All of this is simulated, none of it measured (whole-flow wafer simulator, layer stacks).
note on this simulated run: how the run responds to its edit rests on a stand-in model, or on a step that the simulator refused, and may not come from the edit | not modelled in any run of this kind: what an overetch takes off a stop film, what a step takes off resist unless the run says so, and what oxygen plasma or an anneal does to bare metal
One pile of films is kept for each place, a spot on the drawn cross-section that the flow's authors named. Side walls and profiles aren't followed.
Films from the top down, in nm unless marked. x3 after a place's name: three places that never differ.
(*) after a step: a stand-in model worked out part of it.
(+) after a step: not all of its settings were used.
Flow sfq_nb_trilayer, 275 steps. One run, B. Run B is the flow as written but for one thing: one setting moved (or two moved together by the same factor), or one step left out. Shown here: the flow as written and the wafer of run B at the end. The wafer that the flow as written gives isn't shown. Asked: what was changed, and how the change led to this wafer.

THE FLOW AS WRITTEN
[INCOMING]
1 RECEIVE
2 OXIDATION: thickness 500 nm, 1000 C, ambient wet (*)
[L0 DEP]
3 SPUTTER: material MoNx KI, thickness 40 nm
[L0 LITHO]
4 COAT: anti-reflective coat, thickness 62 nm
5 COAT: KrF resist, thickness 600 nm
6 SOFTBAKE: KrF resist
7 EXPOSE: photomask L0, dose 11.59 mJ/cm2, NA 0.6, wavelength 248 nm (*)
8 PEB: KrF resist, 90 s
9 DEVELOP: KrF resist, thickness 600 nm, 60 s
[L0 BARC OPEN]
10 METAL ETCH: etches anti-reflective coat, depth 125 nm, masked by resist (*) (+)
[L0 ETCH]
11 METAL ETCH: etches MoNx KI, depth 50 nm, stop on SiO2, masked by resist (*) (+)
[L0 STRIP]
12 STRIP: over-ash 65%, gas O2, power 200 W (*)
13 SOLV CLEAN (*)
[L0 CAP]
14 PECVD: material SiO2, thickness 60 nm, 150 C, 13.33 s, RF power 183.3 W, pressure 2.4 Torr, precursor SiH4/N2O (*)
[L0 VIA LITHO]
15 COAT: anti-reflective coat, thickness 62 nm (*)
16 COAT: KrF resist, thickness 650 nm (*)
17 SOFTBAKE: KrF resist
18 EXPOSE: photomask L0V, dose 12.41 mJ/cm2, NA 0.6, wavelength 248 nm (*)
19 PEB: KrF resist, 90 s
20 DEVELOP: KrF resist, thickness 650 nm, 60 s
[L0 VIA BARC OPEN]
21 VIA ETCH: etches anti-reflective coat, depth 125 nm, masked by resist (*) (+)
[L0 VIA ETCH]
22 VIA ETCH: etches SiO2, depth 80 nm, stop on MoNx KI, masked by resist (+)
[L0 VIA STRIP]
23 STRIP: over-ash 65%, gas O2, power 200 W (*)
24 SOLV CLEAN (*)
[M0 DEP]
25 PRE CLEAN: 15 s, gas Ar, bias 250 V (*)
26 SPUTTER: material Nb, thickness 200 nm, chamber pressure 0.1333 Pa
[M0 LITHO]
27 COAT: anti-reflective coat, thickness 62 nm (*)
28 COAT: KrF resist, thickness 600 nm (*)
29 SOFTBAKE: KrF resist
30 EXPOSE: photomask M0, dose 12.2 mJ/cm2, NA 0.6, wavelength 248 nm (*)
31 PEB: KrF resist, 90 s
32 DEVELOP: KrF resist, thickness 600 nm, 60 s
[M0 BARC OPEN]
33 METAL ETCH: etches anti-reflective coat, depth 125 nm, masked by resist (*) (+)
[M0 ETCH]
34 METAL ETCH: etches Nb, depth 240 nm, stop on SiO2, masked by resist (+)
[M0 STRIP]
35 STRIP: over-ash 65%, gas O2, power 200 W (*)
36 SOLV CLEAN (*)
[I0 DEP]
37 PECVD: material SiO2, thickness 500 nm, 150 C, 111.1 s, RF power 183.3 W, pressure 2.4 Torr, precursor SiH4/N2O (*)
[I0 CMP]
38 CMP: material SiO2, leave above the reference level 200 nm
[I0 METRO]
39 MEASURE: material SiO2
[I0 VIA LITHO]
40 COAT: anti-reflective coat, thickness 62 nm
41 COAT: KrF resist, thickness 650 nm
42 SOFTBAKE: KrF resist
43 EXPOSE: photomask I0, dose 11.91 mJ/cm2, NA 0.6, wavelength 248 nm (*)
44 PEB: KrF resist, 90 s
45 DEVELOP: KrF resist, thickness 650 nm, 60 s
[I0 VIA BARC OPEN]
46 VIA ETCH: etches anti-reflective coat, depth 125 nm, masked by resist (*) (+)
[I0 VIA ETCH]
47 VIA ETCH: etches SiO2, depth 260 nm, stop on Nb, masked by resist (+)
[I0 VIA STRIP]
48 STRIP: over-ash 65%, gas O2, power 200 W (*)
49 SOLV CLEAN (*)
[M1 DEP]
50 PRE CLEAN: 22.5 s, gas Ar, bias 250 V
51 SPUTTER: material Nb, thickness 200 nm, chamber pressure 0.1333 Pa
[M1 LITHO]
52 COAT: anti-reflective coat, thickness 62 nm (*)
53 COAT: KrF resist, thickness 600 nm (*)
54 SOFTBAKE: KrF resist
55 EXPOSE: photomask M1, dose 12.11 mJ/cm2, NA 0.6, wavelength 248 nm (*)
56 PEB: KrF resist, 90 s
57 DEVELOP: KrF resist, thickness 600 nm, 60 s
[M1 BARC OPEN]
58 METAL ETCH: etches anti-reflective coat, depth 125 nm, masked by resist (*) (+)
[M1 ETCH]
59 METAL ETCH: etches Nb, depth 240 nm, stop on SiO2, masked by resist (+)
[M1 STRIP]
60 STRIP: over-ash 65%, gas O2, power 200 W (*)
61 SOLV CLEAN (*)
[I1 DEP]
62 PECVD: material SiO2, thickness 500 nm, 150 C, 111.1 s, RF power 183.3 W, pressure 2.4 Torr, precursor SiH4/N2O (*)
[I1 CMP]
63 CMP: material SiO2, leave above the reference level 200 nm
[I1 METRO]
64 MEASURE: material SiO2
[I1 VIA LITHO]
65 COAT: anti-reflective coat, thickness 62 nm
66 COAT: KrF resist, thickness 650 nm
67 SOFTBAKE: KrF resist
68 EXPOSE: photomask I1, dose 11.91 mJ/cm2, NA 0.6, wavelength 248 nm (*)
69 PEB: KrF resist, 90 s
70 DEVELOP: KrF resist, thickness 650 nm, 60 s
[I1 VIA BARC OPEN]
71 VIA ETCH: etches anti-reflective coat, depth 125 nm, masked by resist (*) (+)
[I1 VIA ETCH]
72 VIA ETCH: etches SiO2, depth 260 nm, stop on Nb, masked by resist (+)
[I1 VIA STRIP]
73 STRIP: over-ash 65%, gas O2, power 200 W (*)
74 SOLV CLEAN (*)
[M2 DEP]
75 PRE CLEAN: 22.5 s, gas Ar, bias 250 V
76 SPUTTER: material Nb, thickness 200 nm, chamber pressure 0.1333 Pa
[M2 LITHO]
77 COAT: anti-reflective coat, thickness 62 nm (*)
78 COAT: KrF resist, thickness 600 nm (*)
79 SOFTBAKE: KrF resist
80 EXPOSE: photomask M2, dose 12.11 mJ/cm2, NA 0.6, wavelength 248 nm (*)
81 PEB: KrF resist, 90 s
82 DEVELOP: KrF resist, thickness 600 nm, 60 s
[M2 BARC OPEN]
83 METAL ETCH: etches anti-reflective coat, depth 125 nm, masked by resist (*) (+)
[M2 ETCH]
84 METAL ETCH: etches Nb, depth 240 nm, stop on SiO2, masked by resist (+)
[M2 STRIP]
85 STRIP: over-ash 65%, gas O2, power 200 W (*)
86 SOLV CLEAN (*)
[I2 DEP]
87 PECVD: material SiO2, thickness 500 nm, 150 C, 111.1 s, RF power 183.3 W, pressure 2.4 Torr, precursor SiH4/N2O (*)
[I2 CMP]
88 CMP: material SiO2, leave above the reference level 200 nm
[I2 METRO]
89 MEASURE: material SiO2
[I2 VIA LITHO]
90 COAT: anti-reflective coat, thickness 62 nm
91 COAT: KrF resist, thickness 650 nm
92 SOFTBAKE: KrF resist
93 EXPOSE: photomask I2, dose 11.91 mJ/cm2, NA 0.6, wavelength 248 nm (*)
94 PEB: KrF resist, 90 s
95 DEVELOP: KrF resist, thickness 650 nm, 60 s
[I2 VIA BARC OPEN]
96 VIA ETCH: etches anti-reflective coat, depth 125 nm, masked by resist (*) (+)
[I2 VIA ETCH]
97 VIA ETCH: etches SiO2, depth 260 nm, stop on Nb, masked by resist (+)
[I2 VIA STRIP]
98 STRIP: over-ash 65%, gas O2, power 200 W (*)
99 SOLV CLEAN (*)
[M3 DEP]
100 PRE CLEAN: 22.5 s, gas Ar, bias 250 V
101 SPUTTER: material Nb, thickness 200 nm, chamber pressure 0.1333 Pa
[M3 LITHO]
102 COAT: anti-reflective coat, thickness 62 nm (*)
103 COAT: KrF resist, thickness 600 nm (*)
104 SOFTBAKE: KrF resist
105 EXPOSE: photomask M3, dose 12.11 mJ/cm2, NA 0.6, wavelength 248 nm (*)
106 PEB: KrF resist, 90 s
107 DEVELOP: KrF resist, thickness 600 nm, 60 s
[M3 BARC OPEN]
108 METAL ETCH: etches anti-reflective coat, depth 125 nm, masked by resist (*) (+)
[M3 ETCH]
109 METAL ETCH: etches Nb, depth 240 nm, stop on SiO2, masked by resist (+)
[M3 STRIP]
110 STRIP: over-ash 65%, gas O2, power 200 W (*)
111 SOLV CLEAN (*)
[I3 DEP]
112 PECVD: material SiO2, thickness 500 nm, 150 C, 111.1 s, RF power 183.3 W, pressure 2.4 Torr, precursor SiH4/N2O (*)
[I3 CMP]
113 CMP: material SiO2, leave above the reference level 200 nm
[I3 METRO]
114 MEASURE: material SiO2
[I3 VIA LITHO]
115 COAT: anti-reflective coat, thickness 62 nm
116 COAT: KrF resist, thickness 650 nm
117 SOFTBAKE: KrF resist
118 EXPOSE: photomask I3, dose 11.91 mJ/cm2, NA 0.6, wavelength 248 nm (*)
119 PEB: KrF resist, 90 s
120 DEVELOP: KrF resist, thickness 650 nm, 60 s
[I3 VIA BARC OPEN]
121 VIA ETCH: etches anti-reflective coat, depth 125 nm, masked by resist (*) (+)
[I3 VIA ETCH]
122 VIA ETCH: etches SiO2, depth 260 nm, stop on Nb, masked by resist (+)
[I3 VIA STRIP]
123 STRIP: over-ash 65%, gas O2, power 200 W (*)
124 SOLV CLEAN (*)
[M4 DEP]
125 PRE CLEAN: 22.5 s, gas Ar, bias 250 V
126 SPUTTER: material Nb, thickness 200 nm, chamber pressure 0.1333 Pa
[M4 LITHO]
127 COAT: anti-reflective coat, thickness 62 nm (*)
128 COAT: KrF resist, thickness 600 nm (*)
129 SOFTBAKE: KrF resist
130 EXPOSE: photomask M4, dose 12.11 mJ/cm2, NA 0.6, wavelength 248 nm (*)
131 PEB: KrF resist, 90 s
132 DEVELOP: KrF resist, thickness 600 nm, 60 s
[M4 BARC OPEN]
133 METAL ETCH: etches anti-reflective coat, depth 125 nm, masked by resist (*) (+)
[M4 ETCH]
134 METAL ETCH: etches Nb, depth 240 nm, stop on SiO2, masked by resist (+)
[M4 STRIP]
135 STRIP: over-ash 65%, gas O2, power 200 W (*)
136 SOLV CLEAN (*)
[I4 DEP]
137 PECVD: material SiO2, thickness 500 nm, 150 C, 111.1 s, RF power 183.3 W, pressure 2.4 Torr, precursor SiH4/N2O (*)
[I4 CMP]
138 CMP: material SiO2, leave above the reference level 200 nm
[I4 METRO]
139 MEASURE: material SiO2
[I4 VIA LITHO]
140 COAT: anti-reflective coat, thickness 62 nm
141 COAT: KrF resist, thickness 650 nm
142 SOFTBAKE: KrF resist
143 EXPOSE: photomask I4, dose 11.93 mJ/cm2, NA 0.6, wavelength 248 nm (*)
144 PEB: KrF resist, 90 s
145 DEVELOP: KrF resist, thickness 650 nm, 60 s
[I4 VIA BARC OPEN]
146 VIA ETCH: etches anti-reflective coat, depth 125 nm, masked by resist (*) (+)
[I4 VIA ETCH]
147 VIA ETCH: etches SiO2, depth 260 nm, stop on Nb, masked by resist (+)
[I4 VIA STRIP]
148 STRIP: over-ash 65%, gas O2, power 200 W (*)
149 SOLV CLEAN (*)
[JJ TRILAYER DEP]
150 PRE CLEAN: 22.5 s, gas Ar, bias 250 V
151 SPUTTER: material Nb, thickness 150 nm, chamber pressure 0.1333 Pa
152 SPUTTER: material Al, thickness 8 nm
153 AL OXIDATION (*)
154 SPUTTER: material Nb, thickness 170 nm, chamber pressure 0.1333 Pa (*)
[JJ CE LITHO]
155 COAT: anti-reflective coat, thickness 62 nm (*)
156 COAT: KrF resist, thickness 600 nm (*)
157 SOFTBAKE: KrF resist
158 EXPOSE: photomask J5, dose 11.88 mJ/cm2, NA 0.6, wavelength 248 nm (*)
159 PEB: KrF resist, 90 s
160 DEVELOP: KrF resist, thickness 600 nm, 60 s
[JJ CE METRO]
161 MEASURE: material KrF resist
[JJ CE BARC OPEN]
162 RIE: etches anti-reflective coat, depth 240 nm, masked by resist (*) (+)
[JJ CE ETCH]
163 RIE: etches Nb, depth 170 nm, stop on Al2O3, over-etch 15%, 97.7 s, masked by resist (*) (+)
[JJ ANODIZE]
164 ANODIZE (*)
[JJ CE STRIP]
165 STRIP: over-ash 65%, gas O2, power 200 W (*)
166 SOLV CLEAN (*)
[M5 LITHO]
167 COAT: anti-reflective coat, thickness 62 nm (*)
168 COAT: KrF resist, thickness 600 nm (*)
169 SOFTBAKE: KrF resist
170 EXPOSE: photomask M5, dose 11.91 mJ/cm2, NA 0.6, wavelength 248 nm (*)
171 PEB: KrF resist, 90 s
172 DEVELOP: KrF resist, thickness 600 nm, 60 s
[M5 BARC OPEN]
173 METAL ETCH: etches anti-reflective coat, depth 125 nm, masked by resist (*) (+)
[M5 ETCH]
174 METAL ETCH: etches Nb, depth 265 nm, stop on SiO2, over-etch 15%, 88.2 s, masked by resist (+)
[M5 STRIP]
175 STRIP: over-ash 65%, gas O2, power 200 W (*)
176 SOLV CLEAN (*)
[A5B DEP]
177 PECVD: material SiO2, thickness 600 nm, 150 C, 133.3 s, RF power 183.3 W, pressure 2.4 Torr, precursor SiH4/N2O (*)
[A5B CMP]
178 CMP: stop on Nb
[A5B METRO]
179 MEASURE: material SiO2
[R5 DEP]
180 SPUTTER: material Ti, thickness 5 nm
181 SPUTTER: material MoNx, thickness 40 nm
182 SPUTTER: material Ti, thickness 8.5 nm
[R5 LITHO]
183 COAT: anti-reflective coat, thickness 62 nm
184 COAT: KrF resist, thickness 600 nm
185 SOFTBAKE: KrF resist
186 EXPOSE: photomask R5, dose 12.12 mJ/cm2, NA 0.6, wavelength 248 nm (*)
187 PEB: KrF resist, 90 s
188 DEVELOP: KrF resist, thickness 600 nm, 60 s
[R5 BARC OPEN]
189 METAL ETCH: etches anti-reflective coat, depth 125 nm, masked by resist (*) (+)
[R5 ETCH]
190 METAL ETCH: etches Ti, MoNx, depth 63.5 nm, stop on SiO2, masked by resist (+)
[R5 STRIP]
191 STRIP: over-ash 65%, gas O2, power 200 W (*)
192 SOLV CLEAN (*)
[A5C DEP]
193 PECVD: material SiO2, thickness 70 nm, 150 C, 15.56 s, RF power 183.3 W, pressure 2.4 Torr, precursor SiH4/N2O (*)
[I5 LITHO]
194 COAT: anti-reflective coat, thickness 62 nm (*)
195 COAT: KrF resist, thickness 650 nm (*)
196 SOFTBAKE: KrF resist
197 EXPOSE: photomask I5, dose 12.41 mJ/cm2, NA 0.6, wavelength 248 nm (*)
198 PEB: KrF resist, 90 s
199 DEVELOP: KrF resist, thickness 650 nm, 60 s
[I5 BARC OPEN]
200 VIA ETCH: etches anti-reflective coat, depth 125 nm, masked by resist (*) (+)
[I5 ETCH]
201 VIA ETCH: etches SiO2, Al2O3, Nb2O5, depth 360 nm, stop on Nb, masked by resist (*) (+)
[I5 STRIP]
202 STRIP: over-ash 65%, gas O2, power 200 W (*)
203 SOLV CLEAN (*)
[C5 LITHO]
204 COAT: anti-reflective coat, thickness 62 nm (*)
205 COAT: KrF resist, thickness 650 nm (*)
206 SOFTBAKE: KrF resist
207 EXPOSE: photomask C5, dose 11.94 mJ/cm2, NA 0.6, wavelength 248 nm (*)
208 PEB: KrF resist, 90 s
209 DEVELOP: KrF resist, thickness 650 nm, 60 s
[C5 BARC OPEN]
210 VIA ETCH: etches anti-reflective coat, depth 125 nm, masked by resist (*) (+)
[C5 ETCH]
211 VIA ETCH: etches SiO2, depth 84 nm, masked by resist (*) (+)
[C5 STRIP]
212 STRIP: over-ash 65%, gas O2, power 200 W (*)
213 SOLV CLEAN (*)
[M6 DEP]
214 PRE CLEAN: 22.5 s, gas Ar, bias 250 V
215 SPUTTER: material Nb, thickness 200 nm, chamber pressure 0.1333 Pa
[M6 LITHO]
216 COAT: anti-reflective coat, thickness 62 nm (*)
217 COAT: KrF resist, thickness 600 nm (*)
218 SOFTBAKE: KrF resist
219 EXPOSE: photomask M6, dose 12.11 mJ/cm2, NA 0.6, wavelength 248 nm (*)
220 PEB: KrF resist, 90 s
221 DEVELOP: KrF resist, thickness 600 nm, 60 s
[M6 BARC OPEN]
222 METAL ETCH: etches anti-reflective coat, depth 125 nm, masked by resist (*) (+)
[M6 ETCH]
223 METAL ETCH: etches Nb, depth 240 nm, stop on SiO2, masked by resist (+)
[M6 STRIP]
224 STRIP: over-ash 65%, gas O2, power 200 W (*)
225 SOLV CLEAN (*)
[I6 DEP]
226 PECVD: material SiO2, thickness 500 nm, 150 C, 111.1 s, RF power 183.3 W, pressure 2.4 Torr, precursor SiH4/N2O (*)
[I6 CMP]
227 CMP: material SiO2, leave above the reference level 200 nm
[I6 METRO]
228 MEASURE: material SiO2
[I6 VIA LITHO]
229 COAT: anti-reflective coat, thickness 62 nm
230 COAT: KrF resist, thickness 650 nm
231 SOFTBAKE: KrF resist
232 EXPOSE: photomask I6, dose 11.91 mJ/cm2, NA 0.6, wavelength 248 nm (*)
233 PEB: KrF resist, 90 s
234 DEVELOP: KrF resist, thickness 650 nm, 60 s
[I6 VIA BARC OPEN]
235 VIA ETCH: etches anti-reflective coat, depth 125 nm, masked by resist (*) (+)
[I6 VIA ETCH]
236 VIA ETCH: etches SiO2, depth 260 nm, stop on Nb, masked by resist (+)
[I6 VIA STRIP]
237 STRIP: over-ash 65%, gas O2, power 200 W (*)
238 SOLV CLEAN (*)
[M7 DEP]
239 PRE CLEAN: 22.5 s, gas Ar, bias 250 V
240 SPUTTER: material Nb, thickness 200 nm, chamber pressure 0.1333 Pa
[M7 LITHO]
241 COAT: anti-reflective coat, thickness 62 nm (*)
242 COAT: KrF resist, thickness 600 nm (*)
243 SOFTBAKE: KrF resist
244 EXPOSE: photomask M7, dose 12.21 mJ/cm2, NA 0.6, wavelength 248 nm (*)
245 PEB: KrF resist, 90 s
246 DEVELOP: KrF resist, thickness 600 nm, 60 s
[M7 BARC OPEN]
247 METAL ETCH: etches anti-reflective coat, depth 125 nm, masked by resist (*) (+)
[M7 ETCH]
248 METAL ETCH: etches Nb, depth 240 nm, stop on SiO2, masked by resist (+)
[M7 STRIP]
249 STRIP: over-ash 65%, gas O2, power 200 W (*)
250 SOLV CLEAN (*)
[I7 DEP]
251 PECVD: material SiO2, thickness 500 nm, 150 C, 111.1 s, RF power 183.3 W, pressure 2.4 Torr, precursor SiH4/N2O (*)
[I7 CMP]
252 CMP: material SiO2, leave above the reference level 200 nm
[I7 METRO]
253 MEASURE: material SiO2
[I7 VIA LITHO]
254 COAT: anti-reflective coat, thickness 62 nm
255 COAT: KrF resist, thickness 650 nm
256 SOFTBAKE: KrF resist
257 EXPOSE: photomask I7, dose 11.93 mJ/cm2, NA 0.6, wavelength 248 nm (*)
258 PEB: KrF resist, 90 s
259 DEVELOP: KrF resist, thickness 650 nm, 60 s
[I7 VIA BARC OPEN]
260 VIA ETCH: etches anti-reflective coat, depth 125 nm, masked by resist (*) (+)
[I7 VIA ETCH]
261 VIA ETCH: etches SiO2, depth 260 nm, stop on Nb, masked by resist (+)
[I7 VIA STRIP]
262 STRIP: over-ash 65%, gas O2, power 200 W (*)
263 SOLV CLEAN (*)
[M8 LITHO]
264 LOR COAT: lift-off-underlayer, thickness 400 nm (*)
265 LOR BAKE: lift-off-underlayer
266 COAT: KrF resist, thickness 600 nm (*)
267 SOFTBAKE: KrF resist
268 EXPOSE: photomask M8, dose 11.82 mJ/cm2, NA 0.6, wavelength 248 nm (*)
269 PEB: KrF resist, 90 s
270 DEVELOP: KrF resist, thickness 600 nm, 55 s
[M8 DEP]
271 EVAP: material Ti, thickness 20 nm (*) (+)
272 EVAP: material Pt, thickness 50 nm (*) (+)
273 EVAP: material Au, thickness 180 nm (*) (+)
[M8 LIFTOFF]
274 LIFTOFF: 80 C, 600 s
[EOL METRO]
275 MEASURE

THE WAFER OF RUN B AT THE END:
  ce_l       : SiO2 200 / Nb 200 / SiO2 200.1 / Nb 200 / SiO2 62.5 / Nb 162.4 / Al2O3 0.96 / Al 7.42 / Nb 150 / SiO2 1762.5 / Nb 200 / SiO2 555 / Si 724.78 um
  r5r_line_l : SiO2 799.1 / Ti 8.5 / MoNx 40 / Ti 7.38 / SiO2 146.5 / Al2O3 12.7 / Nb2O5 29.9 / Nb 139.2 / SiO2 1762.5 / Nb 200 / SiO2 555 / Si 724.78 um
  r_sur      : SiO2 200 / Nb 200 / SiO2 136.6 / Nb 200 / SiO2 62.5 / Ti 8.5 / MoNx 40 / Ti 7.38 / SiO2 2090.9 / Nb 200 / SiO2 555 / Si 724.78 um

The cause: step 180, SPUTTER: thickness 7.38 nm was run, where the flow has thickness 5 nm.
It can be read off the wafer: r5r_line_l has Ti 7.38, and step 180 as written asks for 5 nm.

How the change led to this, step by step:
  180 SPUTTER: material Ti, thickness 5 nm
      field_l, v_sur, via_wl and 103 more: Ti +7.38 (new film) (as written it would be: Ti +5 (new film))
  190 METAL ETCH: etches Ti, MoNx, depth 63.5 nm, stop on SiO2, masked by resist (+)
      field_l, v_sur, via_wl and 92 more: Ti -8.5 (all of it), MoNx -40 (all of it), Ti -7.38 (all of it) (as written it would be: Ti -8.5 (all of it), MoNx -40 (all of it), Ti -5 (all of it))
      ce_l, c5j, ce_r, wl_jj: Ti -8.5 (all of it), MoNx -40 (all of it), Ti -7.38 (all of it), Nb -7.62 (as written it would be: Ti -8.5 (all of it), MoNx -40 (all of it), Ti -5 (all of it), Nb -10)
